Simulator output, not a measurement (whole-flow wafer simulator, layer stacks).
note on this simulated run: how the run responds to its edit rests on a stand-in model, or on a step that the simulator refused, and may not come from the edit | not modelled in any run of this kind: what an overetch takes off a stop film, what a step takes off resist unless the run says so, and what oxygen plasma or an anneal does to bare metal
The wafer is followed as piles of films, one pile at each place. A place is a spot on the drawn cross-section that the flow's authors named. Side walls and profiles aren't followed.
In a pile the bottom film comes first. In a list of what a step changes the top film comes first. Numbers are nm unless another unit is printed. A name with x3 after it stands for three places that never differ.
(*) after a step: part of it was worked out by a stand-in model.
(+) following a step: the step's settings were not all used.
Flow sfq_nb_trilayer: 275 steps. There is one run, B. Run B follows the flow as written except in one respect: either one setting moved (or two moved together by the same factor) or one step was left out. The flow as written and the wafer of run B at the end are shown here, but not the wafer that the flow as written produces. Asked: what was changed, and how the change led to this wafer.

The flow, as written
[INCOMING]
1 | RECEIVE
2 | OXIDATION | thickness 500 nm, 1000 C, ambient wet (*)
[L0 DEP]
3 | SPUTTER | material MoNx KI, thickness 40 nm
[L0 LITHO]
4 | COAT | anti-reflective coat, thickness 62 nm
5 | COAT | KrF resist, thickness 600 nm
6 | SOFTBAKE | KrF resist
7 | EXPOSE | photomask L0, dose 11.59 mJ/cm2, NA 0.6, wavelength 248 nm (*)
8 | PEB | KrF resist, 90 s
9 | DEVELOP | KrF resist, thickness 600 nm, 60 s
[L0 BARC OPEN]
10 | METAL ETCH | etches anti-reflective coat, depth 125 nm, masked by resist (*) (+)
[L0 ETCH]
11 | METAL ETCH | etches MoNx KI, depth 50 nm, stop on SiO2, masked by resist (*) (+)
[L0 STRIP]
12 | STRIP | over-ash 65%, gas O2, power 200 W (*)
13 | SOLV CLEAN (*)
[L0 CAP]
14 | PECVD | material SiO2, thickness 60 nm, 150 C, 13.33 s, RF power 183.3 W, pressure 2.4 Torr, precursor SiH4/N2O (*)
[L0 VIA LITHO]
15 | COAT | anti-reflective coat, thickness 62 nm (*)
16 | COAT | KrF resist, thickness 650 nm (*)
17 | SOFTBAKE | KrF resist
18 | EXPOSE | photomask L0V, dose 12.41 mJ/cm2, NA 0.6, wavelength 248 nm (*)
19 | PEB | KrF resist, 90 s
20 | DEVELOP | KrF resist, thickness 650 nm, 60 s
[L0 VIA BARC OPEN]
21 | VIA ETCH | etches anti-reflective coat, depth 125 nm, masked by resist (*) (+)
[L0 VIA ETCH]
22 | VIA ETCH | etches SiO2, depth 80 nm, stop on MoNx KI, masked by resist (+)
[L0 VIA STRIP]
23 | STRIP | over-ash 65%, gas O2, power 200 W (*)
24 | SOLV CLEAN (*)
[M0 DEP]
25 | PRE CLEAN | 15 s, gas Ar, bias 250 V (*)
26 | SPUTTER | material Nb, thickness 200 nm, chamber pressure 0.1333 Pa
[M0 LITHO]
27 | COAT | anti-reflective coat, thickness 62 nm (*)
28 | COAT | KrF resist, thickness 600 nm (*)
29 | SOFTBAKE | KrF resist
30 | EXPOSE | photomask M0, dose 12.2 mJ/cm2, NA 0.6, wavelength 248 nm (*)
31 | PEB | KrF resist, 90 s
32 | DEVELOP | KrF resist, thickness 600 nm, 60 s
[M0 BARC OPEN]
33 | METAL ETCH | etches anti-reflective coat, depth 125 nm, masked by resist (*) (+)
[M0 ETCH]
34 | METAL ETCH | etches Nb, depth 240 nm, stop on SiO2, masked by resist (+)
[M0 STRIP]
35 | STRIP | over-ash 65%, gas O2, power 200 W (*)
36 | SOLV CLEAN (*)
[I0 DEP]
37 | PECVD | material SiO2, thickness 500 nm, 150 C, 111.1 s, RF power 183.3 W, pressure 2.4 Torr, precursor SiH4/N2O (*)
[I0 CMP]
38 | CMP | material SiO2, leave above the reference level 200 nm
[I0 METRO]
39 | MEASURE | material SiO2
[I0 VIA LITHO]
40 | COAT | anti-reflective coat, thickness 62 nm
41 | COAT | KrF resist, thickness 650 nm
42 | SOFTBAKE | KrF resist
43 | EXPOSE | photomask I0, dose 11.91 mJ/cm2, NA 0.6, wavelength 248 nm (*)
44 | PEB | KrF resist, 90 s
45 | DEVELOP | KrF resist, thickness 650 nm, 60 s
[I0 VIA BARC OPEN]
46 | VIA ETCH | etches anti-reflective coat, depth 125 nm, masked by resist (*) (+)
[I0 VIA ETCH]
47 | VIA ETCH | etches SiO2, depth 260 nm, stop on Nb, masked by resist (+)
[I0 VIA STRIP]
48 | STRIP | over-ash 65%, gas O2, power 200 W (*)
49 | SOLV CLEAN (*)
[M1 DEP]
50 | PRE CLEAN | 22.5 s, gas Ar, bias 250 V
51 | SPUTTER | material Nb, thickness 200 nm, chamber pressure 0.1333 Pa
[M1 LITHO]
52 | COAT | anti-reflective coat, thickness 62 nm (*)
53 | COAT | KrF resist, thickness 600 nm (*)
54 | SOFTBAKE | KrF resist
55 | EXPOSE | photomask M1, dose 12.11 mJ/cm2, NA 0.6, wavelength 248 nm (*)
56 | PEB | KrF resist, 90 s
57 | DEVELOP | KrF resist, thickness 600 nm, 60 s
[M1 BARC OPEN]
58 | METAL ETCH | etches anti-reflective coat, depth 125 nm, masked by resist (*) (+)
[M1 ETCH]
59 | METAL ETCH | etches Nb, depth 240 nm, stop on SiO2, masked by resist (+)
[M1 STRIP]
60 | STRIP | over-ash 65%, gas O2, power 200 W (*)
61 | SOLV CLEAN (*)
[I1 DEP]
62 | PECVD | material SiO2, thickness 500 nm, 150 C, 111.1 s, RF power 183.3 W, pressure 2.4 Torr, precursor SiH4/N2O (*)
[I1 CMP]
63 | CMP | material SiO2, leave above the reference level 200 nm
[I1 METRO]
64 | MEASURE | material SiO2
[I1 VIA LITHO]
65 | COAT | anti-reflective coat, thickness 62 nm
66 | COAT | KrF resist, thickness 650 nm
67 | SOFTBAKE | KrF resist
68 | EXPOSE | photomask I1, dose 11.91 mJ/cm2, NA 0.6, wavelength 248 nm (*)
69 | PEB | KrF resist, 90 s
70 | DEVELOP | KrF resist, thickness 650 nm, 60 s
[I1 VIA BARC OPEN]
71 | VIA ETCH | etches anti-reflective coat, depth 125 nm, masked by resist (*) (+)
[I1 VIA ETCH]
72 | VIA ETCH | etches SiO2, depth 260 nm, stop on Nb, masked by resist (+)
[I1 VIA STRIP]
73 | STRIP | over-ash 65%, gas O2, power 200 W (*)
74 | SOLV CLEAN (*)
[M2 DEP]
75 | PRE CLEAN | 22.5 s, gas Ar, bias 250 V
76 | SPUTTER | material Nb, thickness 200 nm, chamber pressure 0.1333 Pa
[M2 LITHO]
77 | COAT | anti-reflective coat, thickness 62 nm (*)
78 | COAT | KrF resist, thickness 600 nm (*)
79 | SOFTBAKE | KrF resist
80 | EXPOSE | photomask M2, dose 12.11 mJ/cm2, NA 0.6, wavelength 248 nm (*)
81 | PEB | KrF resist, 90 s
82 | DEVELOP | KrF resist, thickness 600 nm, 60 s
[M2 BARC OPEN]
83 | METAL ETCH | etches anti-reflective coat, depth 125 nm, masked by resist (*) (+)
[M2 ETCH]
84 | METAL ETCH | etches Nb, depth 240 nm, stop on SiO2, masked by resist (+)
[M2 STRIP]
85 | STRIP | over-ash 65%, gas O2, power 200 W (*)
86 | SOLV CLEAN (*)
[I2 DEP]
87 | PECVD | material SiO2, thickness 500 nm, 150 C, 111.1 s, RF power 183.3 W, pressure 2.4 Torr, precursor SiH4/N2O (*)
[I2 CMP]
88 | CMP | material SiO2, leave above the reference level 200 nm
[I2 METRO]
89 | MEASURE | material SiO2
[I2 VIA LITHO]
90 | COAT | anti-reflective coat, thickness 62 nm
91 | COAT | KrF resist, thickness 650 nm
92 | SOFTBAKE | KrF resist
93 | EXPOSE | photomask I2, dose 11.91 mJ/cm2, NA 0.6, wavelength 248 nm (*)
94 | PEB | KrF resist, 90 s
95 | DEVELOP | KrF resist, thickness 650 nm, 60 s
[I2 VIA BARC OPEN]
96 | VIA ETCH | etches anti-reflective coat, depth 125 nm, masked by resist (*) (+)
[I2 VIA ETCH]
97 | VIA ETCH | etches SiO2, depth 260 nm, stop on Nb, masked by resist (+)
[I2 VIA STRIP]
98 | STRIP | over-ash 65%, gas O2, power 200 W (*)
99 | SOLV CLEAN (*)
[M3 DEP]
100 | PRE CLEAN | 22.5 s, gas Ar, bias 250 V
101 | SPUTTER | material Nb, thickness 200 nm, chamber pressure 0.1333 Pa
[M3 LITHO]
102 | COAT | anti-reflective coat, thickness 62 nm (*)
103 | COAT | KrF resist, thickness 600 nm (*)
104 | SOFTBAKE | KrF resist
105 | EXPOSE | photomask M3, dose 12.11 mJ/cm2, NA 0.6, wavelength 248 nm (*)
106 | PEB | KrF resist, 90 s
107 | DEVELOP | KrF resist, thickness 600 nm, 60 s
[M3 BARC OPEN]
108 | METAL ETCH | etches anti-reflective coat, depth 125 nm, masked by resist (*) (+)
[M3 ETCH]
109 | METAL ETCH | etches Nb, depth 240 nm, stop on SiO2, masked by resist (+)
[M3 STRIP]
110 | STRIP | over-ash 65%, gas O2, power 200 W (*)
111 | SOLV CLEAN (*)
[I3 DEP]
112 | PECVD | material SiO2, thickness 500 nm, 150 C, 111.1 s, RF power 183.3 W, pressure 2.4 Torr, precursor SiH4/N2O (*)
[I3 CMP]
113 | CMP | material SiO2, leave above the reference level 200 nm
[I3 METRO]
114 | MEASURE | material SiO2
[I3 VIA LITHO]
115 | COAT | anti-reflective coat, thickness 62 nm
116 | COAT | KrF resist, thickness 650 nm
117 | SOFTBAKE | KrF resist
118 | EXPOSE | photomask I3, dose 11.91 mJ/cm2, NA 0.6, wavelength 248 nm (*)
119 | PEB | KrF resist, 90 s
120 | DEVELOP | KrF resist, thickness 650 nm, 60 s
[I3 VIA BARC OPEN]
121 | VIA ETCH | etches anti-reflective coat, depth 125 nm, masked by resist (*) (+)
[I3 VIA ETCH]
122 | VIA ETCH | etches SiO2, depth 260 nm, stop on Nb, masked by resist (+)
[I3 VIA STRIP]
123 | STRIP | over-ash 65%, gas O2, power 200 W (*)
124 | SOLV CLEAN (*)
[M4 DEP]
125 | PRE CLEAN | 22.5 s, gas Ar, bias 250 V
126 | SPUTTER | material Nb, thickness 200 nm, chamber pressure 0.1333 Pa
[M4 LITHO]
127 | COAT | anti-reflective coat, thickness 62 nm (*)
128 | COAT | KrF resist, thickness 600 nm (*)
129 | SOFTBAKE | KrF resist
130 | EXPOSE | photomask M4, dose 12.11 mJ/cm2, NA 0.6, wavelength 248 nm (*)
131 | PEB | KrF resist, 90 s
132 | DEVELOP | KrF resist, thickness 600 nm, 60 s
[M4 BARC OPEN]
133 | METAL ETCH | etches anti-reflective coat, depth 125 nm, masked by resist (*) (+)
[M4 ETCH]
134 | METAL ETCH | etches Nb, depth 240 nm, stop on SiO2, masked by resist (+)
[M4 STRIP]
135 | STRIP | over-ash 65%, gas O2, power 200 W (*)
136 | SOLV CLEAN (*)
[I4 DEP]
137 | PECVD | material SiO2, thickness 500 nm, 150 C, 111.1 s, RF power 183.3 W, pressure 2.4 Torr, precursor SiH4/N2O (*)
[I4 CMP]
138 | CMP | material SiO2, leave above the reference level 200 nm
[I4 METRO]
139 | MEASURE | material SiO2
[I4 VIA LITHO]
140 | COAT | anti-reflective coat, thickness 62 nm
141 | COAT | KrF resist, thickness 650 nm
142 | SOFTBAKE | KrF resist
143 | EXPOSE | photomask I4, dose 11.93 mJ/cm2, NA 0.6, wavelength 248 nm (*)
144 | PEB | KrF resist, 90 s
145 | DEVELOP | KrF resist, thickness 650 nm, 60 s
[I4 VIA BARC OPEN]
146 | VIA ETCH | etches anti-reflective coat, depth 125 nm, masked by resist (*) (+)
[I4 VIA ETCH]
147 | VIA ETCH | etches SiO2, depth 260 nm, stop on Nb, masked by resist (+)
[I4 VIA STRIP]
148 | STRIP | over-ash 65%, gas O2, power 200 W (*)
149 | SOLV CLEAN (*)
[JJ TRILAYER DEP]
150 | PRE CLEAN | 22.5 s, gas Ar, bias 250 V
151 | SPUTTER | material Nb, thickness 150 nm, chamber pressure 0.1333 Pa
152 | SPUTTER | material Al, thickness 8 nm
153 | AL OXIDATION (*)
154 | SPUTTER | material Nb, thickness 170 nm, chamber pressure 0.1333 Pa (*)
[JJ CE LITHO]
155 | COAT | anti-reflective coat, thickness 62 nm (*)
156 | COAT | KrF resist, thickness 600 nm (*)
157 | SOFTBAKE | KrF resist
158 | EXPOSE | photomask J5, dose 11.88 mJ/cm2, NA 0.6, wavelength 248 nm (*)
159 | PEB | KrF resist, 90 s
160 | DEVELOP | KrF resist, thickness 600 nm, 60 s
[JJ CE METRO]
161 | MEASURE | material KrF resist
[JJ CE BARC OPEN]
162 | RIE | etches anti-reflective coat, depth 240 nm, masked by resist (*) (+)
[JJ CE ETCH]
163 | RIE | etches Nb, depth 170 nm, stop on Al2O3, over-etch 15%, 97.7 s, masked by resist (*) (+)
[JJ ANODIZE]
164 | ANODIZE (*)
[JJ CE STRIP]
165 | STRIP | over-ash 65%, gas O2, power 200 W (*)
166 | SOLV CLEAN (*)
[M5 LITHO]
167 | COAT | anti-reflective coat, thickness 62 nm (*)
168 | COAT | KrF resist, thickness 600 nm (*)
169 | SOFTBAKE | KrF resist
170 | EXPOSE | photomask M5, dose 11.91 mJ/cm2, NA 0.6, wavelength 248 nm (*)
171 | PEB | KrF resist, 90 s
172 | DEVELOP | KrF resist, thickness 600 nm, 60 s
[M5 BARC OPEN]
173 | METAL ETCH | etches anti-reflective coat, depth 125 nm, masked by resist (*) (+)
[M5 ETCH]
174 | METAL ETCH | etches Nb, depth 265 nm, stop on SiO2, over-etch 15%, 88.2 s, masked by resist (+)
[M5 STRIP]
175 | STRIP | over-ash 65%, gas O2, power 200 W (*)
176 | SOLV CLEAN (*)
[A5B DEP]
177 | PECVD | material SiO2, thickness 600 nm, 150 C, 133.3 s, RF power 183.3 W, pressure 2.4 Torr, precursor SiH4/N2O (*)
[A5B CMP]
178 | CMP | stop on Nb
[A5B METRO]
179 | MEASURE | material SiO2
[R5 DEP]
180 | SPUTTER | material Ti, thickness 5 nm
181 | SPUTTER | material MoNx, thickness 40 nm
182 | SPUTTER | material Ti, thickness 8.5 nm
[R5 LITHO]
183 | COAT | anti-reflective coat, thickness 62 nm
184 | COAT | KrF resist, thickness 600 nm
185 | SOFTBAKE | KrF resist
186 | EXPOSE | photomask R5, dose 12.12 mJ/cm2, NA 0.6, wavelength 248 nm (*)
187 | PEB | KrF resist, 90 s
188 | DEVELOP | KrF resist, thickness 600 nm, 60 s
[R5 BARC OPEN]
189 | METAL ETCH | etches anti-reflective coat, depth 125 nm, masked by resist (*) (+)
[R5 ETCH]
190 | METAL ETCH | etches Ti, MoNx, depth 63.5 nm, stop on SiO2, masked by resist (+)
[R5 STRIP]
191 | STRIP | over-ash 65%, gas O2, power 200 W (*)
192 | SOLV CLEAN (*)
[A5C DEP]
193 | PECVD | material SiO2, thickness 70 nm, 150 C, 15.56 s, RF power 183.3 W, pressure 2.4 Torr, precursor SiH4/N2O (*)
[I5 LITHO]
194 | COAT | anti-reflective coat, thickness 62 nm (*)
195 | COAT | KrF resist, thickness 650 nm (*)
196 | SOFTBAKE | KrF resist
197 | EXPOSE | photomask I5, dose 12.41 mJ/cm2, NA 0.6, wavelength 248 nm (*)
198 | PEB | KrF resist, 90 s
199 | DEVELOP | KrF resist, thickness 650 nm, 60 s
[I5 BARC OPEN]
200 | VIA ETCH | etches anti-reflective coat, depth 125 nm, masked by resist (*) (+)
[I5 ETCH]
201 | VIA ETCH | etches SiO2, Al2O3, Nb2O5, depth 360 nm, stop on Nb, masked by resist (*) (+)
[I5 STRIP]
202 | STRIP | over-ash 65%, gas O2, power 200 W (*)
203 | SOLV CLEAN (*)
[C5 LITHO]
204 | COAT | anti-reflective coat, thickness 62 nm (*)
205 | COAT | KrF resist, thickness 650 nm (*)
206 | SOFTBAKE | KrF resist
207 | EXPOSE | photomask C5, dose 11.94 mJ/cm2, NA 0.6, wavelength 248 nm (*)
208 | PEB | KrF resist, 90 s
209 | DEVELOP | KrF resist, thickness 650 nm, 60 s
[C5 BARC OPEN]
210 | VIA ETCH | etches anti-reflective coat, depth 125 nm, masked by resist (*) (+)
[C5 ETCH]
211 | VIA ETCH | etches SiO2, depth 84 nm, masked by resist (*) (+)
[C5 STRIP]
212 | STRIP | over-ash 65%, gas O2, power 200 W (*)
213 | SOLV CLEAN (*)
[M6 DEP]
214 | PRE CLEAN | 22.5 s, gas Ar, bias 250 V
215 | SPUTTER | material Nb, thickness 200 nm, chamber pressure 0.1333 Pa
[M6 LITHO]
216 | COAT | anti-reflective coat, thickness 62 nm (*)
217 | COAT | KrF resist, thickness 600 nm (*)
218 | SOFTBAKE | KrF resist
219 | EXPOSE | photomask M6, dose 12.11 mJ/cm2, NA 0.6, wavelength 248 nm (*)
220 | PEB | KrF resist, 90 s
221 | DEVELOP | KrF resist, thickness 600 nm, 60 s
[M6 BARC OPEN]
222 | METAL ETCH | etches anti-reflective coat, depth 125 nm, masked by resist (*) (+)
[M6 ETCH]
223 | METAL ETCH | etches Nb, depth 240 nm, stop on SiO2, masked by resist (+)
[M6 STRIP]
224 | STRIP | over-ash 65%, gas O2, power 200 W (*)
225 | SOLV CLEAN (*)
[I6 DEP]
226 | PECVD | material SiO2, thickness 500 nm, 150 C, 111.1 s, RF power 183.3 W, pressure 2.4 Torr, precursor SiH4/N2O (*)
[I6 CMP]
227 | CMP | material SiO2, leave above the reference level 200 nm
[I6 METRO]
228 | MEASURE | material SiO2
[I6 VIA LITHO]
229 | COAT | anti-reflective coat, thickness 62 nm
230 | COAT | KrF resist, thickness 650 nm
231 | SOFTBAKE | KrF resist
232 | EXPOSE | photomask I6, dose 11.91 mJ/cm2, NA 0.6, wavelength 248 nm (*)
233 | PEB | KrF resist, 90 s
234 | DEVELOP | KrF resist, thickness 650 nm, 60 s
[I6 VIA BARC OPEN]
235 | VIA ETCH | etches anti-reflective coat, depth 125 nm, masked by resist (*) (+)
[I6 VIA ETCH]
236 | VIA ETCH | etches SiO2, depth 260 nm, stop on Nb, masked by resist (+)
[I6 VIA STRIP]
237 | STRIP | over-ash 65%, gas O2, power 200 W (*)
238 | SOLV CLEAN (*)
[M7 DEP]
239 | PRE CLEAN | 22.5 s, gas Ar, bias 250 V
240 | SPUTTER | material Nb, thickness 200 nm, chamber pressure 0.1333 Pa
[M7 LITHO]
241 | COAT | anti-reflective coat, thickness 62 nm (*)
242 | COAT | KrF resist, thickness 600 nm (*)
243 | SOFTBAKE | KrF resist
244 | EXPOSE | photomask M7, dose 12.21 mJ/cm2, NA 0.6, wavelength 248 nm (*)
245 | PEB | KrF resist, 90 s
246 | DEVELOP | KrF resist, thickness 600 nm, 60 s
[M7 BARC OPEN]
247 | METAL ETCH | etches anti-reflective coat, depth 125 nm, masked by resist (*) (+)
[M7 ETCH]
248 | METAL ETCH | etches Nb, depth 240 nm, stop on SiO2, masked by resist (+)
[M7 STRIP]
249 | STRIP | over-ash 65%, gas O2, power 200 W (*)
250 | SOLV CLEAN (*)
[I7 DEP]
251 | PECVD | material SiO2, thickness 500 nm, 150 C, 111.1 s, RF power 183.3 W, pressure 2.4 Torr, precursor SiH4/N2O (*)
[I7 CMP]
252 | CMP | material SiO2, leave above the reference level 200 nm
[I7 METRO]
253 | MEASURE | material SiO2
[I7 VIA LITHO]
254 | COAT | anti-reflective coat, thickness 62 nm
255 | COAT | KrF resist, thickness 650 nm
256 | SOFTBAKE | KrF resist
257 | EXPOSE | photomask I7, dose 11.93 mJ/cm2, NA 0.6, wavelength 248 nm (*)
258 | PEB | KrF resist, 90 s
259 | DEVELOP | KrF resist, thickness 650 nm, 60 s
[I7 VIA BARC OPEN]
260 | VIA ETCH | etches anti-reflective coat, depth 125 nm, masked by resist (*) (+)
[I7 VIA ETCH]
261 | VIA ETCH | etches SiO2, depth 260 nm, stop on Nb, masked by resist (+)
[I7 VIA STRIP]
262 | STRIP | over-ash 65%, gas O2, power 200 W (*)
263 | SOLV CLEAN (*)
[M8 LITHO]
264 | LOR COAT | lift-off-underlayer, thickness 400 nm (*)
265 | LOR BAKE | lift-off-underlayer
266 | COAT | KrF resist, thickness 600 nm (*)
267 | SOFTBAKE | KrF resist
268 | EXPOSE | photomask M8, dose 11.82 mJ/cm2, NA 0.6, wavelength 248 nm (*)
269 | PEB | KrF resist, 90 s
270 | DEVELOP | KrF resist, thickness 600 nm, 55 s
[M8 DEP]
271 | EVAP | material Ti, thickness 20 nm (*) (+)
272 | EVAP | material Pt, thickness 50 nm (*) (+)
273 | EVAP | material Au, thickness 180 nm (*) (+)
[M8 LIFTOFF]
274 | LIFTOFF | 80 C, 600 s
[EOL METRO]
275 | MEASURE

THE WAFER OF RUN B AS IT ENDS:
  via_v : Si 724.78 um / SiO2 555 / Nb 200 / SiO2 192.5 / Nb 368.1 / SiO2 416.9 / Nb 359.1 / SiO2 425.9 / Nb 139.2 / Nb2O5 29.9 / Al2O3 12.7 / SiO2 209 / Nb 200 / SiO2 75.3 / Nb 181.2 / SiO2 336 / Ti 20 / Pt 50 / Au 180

Cause: step 236, VIA ETCH: depth 117 nm was run, while the flow as written has depth 260 nm.

The path from the change to this, step by step:
  236 | VIA ETCH | etches SiO2, depth 260 nm, stop on Nb, masked by resist (+)
      via_v: SiO2 loses 117 (as written it would have been: SiO2 loses 199.8 (all of it))
      field_l, v_sur, via_wl and 102 more: KrF resist loses 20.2 (as written it would have been: KrF resist loses 44.8)
  237 | STRIP | over-ash 65%, gas O2, power 200 W (*)
      field_l, v_sur, via_wl and 102 more: KrF resist loses 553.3 (all of it), anti-reflective coat loses 62 (all of it) (as written it would have been: KrF resist loses 528.6 (all of it), anti-reflective coat loses 62 (all of it))
  239 | PRE CLEAN | 22.5 s, gas Ar, bias 250 V
      via_v: SiO2 loses 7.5 (as written it would have been: Nb loses 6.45)
  240 | SPUTTER | material Nb, thickness 200 nm, chamber pressure 0.1333 Pa
      via_v: Nb gains 181.2 (new film) (as written it would have been: Nb gains 161.1)
  241 | COAT | anti-reflective coat, thickness 62 nm (*)
      via_sp: anti-reflective coat gains 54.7 (new film) (as written it would have been: anti-reflective coat gains 53.1 (new film))
      via_v: anti-reflective coat gains 106.8 (new film) (as written it would have been: anti-reflective coat gains 126 (new film))
      (also at 1 further place)
  242 | COAT | KrF resist, thickness 600 nm (*)
      via_v: KrF resist gains 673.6 (new film) (as written it would have been: KrF resist gains 742.5 (new film))
  249 | STRIP | over-ash 65%, gas O2, power 200 W (*)
      via_sp: KrF resist loses 379.3 (all of it), anti-reflective coat loses 54.7 (all of it) (as written it would have been: KrF resist loses 373.6 (all of it), anti-reflective coat loses 53.1 (all of it))
      via_v: KrF resist loses 455.8 (all of it), anti-reflective coat loses 106.8 (all of it) (as written it would have been: KrF resist loses 524.5 (all of it), anti-reflective coat loses 126 (all of it))
      (also at 1 further place)
  251 | PECVD | material SiO2, thickness 500 nm, 150 C, 111.1 s, RF power 183.3 W, pressure 2.4 Torr, precursor SiH4/N2O (*)
      via_v: SiO2 gains 500 (new film) (as written it would have been: SiO2 gains 621 (new film))
  252 | CMP | material SiO2, leave above the reference level 200 nm
      via_v: SiO2 loses 164 (as written it would have been: SiO2 loses 183.1)
If metal films that touch count as one body, via_v has 7 bodies (between them, from the top down: SiO2 336; SiO2 75.3; SiO2 209 / Al2O3 12.7 / Nb2O5 29.9; SiO2 425.9; SiO2 416.9; SiO2 192.5); the flow as written gives 6 bodies (between them, from the top down: SiO2 437.8; SiO2 209 / Al2O3 12.7 / Nb2O5 29.9; SiO2 425.9; SiO2 416.9; SiO2 192.5).
